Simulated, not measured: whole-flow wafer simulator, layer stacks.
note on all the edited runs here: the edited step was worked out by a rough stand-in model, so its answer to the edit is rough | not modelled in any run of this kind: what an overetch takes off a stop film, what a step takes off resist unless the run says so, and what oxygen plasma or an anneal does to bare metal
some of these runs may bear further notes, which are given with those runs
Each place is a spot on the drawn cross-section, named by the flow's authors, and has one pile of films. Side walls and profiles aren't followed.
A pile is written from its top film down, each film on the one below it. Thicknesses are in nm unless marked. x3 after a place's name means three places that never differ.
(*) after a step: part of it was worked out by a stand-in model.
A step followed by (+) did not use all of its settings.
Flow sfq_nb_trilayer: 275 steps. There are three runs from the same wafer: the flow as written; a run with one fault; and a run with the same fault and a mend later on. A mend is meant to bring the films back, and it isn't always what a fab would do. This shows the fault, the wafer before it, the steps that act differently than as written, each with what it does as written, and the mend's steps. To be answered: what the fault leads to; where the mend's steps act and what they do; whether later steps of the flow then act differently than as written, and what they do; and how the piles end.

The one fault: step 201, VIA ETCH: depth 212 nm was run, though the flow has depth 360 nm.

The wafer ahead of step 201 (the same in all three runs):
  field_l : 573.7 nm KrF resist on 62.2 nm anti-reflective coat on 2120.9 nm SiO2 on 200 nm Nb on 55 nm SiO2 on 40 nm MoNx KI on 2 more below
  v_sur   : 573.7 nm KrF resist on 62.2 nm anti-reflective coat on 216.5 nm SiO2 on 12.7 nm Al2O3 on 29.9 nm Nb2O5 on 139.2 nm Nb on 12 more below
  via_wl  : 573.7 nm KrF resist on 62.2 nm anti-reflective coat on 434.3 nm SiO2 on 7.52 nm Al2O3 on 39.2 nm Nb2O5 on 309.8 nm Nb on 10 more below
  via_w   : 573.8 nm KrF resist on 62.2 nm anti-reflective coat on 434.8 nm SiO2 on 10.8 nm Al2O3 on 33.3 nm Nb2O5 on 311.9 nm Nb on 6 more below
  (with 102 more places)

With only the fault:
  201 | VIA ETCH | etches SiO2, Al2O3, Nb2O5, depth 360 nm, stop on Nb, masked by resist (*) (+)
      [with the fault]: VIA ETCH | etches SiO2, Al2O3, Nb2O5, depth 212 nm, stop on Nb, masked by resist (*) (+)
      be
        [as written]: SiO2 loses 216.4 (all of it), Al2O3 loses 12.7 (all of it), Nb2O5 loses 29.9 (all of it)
        [with the fault]: SiO2 loses 212
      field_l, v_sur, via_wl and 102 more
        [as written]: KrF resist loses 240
        [with the fault]: KrF resist loses 141.3
  Later steps of the flow acting differently than as written (6 other steps are not shown; they differ only slightly, by no more than 2% or 0.5 nm, whichever is larger):
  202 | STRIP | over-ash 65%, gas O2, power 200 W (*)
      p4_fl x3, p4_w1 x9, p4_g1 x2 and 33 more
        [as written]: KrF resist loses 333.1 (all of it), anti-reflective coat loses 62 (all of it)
        [with the fault]: KrF resist loses 431.8 (all of it), anti-reflective coat loses 62 (all of it)
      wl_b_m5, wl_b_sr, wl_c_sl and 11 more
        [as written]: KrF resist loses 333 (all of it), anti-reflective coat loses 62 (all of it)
        [with the fault]: KrF resist loses 431.7 (all of it), anti-reflective coat loses 62 (all of it)
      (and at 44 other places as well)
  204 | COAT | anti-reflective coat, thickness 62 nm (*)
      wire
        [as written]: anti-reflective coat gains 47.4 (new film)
        [with the fault]: anti-reflective coat gains 48.8 (new film)
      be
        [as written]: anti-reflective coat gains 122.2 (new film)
        [with the fault]: anti-reflective coat gains 115.2 (new film)
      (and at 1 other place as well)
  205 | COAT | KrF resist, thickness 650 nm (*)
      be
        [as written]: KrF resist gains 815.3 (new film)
        [with the fault]: KrF resist gains 781.8 (new film)
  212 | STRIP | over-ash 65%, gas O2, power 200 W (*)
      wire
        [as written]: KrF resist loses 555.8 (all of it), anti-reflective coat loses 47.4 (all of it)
        [with the fault]: KrF resist loses 558.4 (all of it), anti-reflective coat loses 48.8 (all of it)
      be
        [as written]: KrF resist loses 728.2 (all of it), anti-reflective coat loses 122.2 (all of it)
        [with the fault]: KrF resist loses 694.6 (all of it), anti-reflective coat loses 115.2 (all of it)
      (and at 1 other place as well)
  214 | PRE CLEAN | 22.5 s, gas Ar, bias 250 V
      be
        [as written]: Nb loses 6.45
        [with the fault]: SiO2 loses 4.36 (all of it), Al2O3 loses 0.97
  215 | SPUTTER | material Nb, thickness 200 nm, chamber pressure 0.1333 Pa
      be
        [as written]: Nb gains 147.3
        [with the fault]: Nb gains 158.5 (new film)
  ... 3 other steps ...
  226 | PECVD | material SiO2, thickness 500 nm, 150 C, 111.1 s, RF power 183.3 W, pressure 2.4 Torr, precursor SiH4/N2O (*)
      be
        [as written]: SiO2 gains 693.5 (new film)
        [with the fault]: SiO2 gains 634.3 (new film)
  The piles end different from the flow's at be by more than 2% or 0.5 nm, whichever is larger.
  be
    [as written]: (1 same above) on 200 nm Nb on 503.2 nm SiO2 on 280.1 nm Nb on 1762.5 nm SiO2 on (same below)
    [with the fault]: (1 same above) on 200 nm Nb on 444 nm SiO2 on 158.5 nm Nb on 11.7 nm Al2O3 on 29.9 nm Nb2O5 on 139.2 nm Nb on 1762.5 nm SiO2 on (same below)

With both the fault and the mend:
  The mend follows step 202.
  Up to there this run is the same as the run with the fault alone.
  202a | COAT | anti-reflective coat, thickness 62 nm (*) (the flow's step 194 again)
      l0_sur, l0v, p4_fl x3 and 61 more
        anti-reflective coat gains 62 (new film)
      wl_a_sl, wl_a_m6, wl_a_sr, wl_g_sr
        anti-reflective coat gains 61.9 (new film)
      v_sur, via_wl
        anti-reflective coat gains 61.7 (new film)
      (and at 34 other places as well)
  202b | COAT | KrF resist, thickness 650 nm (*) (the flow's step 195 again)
      p4_fl x3, p4_w1 x9, p4_g1 x2 and 33 more
        KrF resist gains 650 (new film)
      wl_b_m5, wl_b_sr, wl_c_sl and 12 more
        KrF resist gains 649.9 (new film)
      jj_sur, wl_a_sr, wl_g_sr
        KrF resist gains 649.7 (new film)
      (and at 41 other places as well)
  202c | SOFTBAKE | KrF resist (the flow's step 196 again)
      leaves every film unchanged at each place that is followed
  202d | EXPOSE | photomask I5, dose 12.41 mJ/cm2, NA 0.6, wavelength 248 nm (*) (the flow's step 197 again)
      leaves every film unchanged at each place that is followed
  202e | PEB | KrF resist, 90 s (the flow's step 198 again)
      field_l, v_sur, via_wl and 82 more
        KrF resist loses 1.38
      via_w, via_wr, via_sp, wire
        KrF resist loses 1.37
      ce_l, moat, field_r, wl_jj
        KrF resist loses 1.39
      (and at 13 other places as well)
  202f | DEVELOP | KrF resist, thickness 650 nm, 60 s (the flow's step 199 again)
      field_l, v_sur, via_wl and 102 more
        KrF resist loses 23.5
      be
        KrF resist loses 780 (all of it)
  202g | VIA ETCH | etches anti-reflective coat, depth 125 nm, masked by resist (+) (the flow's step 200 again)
      field_l, v_sur, via_wl and 102 more
        KrF resist loses 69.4
      be
        anti-reflective coat loses 115.2 (all of it), SiO2 loses 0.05
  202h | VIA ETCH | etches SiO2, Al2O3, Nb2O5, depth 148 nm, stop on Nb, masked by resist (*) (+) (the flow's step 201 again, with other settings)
      field_l, v_sur, via_wl and 102 more
        KrF resist loses 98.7
      be
        SiO2 loses 4.31 (all of it), Al2O3 loses 12.7 (all of it), Nb2O5 loses 29.9 (all of it)
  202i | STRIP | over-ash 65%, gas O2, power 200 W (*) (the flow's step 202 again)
      p4_fl x3, p4_w1 x9, p4_g1 x2 and 33 more
        KrF resist loses 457 (all of it), anti-reflective coat loses 62 (all of it)
      wl_b_sr, wl_c_sl, wl_c_m6 and 10 more
        KrF resist loses 456.9 (all of it), anti-reflective coat loses 62 (all of it)
      wl_b_sl, wl_b_m5, wl_g_sl, wl_g_m5
        KrF resist loses 456.8 (all of it), anti-reflective coat loses 62 (all of it)
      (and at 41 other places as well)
  Later steps of the flow that are run all act as written at every place that is followed.
  By the end, the piles equal the flow's at every place that both follow.
